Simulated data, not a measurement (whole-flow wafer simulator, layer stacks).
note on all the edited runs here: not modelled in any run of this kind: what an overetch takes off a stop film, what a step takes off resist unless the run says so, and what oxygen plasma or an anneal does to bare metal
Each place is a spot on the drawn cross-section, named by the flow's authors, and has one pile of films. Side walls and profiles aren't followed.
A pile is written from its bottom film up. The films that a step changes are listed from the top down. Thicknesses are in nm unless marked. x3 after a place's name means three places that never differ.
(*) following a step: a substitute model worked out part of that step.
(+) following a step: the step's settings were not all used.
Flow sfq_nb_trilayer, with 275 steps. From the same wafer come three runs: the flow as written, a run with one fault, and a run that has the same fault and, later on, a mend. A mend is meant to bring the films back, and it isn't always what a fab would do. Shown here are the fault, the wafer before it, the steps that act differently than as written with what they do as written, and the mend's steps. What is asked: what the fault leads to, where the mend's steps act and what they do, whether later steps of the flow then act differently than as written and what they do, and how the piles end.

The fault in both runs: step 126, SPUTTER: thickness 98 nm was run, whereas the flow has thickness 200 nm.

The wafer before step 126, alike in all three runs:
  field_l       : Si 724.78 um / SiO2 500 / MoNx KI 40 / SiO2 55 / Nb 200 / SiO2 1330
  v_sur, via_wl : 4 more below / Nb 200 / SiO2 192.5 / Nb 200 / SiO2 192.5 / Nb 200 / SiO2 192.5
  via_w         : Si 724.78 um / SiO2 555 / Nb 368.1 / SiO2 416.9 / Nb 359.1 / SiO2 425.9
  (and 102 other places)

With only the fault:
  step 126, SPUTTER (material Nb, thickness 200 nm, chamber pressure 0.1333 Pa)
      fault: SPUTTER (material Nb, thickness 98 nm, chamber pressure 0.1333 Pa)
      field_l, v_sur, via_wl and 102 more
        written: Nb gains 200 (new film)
        fault: Nb gains 98 (new film)
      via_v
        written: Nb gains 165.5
        fault: Nb gains 80.8
  Steps later in the flow that act otherwise than as written (4 other steps are not shown; they differ only slightly, by no more than 2% or 0.5 nm, whichever is larger):
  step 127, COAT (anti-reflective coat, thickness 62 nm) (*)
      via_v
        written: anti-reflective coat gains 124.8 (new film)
        fault: anti-reflective coat gains 119.8 (new film)
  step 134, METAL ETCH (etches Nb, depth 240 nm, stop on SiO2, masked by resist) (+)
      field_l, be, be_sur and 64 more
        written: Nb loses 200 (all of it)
        fault: Nb loses 98 (all of it)
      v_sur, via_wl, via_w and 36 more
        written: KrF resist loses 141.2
        fault: KrF resist loses 86.5
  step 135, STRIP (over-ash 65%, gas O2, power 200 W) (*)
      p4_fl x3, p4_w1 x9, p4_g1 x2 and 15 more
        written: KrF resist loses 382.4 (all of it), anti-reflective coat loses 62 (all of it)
        fault: KrF resist loses 437.1 (all of it), anti-reflective coat loses 62 (all of it)
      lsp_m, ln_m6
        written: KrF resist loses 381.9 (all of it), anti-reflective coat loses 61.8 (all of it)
        fault: KrF resist loses 436.7 (all of it), anti-reflective coat loses 61.8 (all of it)
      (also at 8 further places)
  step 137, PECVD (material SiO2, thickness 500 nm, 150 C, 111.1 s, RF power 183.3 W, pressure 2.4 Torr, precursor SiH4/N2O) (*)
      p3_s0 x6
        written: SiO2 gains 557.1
        fault: SiO2 gains 500
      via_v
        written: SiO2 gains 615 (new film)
        fault: SiO2 gains 586.6 (new film)
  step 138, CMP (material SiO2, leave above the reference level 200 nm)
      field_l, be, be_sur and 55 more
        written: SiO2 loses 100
        fault: SiO2 loses 202
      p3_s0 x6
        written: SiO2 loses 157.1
        fault: SiO2 loses 202
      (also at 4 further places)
  By the end, the piles at field_l, v_sur, via_wl and 103 more depart from the flow's by more than 2% or 0.5 nm, whichever is larger.
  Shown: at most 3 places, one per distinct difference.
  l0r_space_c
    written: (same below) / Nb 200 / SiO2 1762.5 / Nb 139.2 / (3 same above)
    fault: (same below) / Nb 200 / SiO2 1660.5 / Nb 139.2 / (3 same above)
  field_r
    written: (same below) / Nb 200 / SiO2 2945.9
    fault: (same below) / Nb 200 / SiO2 2843.9
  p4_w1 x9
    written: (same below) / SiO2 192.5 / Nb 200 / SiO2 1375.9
    fault: (same below) / SiO2 192.5 / Nb 98 / SiO2 1375.9

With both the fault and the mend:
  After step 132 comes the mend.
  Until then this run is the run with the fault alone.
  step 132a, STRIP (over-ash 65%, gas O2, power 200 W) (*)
      p3_s0 x6, p3_fr x3, wl_d_sl and 38 more
        anti-reflective coat loses 62 (all of it)
      p4_fl x3, p4_w1 x9, p4_g1 x2 and 15 more
        KrF resist loses 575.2 (all of it), anti-reflective coat loses 62 (all of it)
      moat, field_r, lsp_l, lsp_r, l0_sur, l0v
        anti-reflective coat loses 61.8 (all of it)
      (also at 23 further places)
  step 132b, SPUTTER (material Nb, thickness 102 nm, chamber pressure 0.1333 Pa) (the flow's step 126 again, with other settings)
      field_l, v_sur, via_wl and 102 more
        Nb gains 102
      via_v
        Nb gains 83.3
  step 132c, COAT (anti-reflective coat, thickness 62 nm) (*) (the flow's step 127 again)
      p4_fl x3, p4_w1 x9, p4_g1 x2 and 63 more
        anti-reflective coat gains 62 (new film)
      moat, field_r, lsp_l and 6 more
        anti-reflective coat gains 61.8 (new film)
      be_r, r_sur, res, r_end
        anti-reflective coat gains 61.7 (new film)
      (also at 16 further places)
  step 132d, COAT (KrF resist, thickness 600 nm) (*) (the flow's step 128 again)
      p4_fl x3, p4_w1 x9, p4_g1 x2 and 63 more
        KrF resist gains 600 (new film)
      field_r, lsp_l, ln_m5, lsp_m, l0v
        KrF resist gains 599.5 (new film)
      ln_m6, lsp_r, l0_sur
        KrF resist gains 599.6 (new film)
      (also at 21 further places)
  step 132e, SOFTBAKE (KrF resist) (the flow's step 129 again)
      leaves every film unchanged at each place that is followed
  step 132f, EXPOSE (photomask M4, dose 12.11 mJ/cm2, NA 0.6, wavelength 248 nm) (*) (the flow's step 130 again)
      leaves every film unchanged at each place that is followed
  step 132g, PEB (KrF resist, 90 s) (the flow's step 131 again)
      field_l, v_sur, via_wl and 97 more
        KrF resist loses 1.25
      via_w, via_wr, via_sp, wire, be
        KrF resist loses 1.24
      via_v
        KrF resist loses 1.61
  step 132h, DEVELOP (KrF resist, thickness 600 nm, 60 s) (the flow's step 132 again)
      p3_s0 x6, p3_fr x3, wl_d_sl and 38 more
        KrF resist loses 598.7 (all of it)
      v_sur, via_wl, via_w and 36 more
        KrF resist loses 23.5
      moat, field_r, lsp_l
        KrF resist loses 598.2 (all of it)
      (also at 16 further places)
  Later steps of the flow that are run all act as written at every place that is followed, up to a difference of at most 2% or 0.5 nm, whichever is larger.
  The piles end only slightly different from the flow's at the places that both follow, by no more than 2% or 0.5 nm, whichever is larger.
